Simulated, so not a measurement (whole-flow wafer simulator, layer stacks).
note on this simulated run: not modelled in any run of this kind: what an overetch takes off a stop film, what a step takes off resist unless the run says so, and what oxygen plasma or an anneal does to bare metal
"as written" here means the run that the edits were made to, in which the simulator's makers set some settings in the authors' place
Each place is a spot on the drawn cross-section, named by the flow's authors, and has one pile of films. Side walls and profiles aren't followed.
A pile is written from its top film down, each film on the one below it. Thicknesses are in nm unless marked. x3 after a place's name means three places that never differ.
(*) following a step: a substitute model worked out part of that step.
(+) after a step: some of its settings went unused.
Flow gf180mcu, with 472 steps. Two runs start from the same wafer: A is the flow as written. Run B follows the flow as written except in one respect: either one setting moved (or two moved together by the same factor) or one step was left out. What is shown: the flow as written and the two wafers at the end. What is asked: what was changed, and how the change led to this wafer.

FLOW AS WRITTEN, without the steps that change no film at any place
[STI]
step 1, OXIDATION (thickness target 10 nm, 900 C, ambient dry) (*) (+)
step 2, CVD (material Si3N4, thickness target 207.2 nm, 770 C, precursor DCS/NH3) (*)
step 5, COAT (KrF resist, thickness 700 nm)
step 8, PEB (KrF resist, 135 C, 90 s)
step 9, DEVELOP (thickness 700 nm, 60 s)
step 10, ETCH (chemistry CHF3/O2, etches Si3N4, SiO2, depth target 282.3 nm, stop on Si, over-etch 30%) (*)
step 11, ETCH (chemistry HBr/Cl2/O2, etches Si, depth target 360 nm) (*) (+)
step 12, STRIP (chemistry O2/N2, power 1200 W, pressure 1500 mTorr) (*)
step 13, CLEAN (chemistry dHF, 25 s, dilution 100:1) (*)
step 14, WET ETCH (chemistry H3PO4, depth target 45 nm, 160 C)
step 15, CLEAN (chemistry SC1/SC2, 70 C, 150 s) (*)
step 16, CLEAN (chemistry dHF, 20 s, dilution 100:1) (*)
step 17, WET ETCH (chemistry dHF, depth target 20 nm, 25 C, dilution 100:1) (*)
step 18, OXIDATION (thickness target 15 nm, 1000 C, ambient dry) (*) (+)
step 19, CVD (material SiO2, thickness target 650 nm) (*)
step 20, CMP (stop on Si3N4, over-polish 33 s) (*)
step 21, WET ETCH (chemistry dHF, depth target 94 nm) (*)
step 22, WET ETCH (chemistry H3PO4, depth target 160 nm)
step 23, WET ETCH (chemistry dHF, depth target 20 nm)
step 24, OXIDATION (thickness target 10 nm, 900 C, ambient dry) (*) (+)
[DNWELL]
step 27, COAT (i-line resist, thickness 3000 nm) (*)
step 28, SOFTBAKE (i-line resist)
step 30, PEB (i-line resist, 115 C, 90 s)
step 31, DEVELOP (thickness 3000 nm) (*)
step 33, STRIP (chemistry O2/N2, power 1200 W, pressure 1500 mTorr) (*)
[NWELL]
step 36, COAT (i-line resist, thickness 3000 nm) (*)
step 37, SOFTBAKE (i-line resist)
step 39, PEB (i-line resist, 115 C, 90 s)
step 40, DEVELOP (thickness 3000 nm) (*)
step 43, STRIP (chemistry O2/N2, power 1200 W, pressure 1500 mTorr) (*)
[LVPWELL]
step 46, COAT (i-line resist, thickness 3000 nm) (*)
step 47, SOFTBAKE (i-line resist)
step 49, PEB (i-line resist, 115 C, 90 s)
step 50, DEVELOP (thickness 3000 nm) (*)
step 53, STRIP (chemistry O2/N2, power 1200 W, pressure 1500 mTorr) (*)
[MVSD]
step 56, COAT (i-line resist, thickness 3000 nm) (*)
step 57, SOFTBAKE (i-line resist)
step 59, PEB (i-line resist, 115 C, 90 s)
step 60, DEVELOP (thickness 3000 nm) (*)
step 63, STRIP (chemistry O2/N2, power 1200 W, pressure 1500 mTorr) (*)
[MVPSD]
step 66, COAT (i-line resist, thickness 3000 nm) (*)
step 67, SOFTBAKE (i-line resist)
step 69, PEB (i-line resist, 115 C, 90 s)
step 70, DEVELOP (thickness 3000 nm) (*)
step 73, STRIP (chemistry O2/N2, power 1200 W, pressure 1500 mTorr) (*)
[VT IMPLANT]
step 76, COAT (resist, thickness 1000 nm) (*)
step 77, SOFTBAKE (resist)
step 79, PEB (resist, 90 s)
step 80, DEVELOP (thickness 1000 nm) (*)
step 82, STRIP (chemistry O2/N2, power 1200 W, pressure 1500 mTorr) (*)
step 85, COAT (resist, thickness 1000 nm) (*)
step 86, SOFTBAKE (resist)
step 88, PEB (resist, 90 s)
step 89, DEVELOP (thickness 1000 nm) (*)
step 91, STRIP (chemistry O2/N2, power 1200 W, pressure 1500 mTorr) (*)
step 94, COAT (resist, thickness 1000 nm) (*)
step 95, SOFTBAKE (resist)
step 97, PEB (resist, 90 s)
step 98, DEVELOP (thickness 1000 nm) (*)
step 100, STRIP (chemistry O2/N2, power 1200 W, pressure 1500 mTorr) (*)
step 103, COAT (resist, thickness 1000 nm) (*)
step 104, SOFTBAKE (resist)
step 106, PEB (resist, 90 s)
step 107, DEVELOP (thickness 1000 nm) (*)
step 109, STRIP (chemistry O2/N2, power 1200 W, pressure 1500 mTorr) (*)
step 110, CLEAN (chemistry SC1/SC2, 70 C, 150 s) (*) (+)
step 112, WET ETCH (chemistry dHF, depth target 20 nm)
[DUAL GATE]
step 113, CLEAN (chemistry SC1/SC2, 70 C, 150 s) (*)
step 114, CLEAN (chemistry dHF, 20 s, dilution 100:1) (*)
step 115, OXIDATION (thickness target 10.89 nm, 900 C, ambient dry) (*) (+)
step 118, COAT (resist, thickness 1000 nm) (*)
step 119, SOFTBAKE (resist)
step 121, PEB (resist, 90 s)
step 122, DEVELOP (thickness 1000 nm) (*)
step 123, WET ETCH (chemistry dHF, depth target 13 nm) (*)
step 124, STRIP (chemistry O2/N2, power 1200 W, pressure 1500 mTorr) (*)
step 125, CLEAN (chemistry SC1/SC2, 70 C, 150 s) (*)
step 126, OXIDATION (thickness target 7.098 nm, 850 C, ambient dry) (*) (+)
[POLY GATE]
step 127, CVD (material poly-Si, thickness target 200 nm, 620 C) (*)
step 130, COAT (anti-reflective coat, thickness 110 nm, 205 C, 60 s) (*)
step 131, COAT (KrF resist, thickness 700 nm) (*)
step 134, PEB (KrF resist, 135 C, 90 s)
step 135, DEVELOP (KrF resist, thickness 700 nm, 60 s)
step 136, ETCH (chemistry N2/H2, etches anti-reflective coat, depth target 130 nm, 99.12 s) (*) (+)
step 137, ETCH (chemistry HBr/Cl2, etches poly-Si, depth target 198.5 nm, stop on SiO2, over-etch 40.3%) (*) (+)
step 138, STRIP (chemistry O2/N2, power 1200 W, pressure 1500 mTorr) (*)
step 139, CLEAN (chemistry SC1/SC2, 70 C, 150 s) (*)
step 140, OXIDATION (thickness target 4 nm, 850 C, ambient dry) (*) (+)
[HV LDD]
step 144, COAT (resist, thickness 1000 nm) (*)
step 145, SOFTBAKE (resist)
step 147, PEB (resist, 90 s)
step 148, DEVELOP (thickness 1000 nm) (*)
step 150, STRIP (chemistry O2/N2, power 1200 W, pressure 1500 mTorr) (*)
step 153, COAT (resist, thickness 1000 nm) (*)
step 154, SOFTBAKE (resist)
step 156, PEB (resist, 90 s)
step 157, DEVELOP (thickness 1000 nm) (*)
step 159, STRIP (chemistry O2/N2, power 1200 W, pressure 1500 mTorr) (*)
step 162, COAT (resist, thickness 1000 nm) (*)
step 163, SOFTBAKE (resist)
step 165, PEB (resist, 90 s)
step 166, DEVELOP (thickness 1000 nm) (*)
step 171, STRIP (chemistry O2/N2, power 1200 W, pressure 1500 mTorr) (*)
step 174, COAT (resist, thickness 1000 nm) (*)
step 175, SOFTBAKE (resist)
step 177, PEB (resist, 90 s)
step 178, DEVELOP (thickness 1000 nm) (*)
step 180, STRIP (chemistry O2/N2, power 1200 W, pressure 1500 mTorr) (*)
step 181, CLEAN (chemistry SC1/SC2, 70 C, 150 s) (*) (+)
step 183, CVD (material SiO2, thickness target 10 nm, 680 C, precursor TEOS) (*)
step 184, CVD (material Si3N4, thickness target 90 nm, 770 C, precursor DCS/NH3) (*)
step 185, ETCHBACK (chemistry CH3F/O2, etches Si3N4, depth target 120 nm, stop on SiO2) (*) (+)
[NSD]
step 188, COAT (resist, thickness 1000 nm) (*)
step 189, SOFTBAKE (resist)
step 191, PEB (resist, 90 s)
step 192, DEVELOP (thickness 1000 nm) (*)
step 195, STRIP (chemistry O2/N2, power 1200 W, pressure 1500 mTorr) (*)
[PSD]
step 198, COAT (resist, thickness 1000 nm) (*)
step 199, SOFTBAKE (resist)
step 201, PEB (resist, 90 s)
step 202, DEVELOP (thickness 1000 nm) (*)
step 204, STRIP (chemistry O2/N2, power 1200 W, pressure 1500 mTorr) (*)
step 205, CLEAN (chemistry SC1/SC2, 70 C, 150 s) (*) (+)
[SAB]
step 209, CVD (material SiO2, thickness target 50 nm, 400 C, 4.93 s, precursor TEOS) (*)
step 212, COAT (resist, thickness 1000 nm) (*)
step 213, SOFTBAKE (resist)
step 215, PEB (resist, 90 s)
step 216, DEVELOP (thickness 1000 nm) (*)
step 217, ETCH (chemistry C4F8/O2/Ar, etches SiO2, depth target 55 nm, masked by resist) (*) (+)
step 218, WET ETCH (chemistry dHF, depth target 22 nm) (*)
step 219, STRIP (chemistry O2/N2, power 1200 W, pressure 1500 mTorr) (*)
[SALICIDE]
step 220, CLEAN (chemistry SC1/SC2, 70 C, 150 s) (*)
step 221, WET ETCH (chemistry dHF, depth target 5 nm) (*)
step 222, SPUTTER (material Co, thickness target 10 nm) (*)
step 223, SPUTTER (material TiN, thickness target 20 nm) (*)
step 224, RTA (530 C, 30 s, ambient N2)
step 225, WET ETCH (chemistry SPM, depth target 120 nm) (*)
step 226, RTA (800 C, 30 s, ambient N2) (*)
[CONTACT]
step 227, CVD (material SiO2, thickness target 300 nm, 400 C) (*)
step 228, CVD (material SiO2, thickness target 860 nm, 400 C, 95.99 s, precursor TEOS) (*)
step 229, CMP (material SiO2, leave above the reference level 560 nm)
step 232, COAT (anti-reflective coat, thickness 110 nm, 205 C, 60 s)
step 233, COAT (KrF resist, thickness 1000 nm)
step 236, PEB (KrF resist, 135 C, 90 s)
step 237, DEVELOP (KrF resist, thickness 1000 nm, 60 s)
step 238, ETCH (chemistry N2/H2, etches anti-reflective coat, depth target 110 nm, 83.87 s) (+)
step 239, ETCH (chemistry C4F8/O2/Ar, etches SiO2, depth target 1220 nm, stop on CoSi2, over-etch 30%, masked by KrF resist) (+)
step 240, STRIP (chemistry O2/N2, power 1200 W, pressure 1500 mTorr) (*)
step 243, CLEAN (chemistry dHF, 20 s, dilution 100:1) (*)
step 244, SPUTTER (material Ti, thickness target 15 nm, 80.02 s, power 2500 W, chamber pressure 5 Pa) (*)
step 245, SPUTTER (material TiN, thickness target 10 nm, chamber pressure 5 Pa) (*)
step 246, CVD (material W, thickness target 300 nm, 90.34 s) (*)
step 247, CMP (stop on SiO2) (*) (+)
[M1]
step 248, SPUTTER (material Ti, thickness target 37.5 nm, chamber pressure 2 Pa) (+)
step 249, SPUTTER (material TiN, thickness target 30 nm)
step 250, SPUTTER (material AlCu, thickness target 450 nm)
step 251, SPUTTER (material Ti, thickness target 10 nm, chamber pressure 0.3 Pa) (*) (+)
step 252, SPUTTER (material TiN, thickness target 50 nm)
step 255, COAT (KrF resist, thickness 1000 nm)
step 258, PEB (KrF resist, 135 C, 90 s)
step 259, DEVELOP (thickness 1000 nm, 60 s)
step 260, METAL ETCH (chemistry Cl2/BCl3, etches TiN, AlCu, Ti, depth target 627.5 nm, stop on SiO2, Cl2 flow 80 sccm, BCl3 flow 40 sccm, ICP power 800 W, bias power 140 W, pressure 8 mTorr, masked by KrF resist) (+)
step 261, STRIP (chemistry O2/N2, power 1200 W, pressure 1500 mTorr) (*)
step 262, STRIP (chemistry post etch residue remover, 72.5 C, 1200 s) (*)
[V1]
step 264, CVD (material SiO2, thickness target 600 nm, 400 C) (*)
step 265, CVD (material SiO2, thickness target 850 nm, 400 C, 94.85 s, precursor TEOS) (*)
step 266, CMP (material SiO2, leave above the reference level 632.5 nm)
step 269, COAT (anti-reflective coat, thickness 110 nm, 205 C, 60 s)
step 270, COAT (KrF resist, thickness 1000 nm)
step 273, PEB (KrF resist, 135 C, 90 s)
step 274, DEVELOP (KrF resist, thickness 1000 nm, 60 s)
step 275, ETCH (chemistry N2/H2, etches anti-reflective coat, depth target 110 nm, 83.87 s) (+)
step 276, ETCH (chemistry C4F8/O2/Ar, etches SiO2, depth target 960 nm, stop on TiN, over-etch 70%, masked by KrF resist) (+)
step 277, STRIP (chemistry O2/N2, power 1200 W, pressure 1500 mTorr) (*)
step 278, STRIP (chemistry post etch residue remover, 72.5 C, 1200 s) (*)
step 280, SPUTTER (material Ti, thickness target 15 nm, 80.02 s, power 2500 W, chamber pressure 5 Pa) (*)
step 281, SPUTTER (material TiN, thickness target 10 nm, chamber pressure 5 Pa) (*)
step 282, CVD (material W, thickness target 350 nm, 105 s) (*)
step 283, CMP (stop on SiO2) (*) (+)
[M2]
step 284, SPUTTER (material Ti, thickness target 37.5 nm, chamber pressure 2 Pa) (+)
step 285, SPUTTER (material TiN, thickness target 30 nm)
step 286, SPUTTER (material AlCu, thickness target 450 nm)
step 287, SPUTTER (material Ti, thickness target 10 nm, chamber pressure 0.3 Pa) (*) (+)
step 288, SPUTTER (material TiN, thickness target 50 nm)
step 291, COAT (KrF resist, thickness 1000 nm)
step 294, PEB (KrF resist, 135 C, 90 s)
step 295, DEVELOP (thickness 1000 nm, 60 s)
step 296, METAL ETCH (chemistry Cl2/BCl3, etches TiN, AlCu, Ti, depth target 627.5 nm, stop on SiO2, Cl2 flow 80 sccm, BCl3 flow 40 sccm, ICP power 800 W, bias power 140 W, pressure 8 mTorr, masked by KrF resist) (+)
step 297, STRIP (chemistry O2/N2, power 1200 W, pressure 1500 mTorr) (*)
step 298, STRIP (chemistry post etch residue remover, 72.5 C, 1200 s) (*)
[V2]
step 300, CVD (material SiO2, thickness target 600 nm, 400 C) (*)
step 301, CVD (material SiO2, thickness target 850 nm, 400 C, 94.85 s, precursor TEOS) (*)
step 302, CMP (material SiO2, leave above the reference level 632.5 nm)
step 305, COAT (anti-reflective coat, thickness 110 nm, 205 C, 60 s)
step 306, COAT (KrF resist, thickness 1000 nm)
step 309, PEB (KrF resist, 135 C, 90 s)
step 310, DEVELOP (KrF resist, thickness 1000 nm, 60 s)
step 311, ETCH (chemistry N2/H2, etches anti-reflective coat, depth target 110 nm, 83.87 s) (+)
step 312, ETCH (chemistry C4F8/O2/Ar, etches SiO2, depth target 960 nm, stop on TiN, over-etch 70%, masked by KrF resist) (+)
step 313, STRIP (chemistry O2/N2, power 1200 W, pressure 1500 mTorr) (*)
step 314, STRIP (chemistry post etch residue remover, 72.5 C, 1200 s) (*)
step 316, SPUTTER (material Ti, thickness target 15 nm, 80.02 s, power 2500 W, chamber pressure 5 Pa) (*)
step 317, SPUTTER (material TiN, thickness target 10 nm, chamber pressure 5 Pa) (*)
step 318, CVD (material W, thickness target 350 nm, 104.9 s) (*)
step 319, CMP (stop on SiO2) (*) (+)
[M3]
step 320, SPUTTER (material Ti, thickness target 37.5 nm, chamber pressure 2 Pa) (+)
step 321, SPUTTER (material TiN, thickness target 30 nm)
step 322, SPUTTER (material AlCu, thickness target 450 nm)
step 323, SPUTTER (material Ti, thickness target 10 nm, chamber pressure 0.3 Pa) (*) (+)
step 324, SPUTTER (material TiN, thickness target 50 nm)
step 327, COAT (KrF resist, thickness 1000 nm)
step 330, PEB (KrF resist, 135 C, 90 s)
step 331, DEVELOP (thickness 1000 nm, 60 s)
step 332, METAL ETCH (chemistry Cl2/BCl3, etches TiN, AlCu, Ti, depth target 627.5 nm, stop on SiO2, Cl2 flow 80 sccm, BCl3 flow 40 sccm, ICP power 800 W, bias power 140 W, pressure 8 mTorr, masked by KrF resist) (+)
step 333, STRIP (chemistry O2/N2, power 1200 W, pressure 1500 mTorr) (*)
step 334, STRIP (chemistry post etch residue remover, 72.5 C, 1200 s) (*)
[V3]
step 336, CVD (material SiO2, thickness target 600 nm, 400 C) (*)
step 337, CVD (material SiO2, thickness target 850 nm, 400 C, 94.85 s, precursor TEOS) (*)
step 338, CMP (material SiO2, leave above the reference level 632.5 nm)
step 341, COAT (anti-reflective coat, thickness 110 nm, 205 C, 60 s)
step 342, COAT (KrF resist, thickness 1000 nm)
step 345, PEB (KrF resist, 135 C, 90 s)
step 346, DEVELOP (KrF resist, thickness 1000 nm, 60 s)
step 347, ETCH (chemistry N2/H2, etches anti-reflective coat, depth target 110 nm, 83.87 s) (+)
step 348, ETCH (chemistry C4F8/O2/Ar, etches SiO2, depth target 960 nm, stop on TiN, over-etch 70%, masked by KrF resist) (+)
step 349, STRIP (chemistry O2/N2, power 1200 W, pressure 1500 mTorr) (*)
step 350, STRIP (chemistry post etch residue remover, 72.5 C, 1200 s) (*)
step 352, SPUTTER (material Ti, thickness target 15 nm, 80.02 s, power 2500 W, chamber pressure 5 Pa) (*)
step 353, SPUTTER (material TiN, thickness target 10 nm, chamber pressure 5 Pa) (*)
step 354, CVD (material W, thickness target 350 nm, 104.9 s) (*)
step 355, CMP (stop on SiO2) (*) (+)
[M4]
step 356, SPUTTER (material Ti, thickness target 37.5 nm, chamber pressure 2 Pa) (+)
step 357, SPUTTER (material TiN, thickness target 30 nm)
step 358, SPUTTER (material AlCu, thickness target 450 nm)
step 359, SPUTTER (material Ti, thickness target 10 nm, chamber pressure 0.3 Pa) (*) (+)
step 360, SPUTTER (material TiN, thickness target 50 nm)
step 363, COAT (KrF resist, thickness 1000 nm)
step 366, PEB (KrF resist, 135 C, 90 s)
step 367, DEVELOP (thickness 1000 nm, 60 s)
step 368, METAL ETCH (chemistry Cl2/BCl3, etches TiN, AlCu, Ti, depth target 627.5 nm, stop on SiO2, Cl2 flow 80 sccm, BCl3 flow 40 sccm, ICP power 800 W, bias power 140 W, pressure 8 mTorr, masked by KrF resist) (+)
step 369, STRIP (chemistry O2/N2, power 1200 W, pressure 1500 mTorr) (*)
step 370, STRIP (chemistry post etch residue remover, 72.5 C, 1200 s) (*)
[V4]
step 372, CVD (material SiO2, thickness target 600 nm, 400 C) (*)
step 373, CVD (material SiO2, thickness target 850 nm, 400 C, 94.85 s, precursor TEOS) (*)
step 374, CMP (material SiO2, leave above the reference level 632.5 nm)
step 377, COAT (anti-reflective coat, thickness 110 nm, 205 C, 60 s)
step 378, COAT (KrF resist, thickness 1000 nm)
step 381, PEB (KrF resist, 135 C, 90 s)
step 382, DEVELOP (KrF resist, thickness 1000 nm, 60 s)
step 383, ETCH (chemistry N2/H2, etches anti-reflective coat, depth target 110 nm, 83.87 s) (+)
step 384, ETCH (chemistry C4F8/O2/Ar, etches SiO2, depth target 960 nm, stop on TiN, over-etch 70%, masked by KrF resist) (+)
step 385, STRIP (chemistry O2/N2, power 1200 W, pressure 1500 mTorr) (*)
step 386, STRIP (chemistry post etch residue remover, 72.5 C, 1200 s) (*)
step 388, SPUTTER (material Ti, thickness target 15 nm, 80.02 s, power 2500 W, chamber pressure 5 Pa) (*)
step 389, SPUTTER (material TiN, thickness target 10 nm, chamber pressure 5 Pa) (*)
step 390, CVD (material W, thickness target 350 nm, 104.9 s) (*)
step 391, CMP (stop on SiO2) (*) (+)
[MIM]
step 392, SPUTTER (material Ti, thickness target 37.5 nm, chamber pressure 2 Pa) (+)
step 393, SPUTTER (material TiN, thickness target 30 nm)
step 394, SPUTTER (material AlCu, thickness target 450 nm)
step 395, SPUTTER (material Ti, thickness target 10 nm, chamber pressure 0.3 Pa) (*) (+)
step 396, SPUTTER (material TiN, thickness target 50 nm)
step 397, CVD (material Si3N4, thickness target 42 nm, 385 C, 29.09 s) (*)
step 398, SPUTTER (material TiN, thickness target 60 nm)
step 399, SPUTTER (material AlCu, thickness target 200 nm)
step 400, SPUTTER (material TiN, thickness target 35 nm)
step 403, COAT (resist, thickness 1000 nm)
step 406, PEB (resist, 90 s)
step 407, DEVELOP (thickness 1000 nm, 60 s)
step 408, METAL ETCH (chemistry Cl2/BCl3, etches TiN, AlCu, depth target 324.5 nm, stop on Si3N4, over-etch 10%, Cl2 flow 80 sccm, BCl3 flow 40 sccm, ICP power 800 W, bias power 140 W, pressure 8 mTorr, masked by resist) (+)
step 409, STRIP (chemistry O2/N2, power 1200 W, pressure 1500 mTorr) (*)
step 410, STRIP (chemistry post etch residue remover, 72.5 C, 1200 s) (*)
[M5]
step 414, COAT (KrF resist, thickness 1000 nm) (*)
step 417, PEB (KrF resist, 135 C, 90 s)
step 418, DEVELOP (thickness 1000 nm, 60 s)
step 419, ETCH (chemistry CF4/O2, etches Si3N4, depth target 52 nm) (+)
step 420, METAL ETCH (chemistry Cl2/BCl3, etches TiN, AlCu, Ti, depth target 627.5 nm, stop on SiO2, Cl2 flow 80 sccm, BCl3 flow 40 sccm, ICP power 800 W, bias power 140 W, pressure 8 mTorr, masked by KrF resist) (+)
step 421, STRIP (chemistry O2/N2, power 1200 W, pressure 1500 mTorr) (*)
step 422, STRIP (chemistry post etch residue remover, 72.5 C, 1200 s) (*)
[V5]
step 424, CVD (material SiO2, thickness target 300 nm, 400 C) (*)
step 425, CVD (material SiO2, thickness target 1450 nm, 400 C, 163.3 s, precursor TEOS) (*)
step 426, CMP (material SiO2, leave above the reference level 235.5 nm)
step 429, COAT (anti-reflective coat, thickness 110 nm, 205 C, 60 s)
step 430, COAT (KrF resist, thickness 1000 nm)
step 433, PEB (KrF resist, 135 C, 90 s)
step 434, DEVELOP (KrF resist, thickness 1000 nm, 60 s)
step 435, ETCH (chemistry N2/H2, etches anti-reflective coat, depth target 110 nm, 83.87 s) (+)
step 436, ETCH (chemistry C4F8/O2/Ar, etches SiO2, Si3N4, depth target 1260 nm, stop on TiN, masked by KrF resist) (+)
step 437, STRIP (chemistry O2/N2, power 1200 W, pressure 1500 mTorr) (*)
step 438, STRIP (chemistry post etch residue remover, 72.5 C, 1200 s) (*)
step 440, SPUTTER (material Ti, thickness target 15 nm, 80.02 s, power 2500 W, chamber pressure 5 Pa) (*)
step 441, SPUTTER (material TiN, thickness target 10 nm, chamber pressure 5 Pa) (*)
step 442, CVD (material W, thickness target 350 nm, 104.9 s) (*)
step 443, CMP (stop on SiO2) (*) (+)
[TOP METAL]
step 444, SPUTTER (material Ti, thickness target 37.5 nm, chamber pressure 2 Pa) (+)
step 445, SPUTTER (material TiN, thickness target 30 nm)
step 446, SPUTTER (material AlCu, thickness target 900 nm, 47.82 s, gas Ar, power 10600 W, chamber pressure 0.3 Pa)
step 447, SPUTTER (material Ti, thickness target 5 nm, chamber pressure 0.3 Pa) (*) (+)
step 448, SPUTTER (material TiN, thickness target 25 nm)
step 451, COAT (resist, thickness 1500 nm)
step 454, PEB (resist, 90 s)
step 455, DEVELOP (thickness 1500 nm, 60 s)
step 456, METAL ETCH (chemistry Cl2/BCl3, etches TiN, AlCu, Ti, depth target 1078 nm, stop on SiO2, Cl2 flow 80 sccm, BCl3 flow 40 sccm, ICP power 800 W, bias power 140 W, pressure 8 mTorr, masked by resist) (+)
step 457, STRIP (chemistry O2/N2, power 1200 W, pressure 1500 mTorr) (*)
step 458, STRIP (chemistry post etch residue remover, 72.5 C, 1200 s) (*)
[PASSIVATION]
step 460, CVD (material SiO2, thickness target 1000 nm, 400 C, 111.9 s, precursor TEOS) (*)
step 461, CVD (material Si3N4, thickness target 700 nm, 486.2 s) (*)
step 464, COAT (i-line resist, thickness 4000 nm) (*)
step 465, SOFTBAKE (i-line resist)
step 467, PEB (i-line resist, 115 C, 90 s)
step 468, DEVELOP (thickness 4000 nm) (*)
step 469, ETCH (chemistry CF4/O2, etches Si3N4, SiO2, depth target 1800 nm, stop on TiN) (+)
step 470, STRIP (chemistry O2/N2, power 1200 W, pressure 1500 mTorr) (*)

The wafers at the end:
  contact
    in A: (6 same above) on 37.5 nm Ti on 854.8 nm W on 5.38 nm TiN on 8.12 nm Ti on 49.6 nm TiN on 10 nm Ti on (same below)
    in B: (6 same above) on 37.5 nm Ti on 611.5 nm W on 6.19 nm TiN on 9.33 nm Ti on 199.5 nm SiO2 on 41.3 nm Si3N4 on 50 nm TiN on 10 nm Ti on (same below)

The reason: step 436, ETCH: depth target 630 nm was run, though the flow has depth target 1260 nm.

Step by step, how the change led to this:
  step 436, ETCH (chemistry C4F8/O2/Ar, etches SiO2, Si3N4, depth target 1260 nm, stop on TiN, masked by KrF resist) (+)
      contact: A -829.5 SiO2 (all of it), -41.3 Si3N4 (all of it) | B -630 SiO2
      field, field__w1, field__w2 and 108 more: A -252 KrF resist | B -126 KrF resist
  step 437, STRIP (chemistry O2/N2, power 1200 W, pressure 1500 mTorr) (*)
      field, field__w1, field__w2 and 108 more: A -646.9 KrF resist (all of it), -110 anti-reflective coat (all of it) | B -772.9 KrF resist (all of it), -110 anti-reflective coat (all of it)
  step 440, SPUTTER (material Ti, thickness target 15 nm, 80.02 s, power 2500 W, chamber pressure 5 Pa) (*)
      contact: A +8.12 Ti (new film) | B +9.33 Ti (new film)
  step 441, SPUTTER (material TiN, thickness target 10 nm, chamber pressure 5 Pa) (*)
      contact: A +5.38 TiN (new film) | B +6.19 TiN (new film)
  step 442, CVD (material W, thickness target 350 nm, 104.9 s) (*)
      contact: A +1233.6 W (new film) | B +990.3 W (new film)
Taking metal films that touch as one body, contact has 2 bodies (between them, from the top down: SiO2 199.5 / Si3N4 41.3); the flow as written gives 1 body.
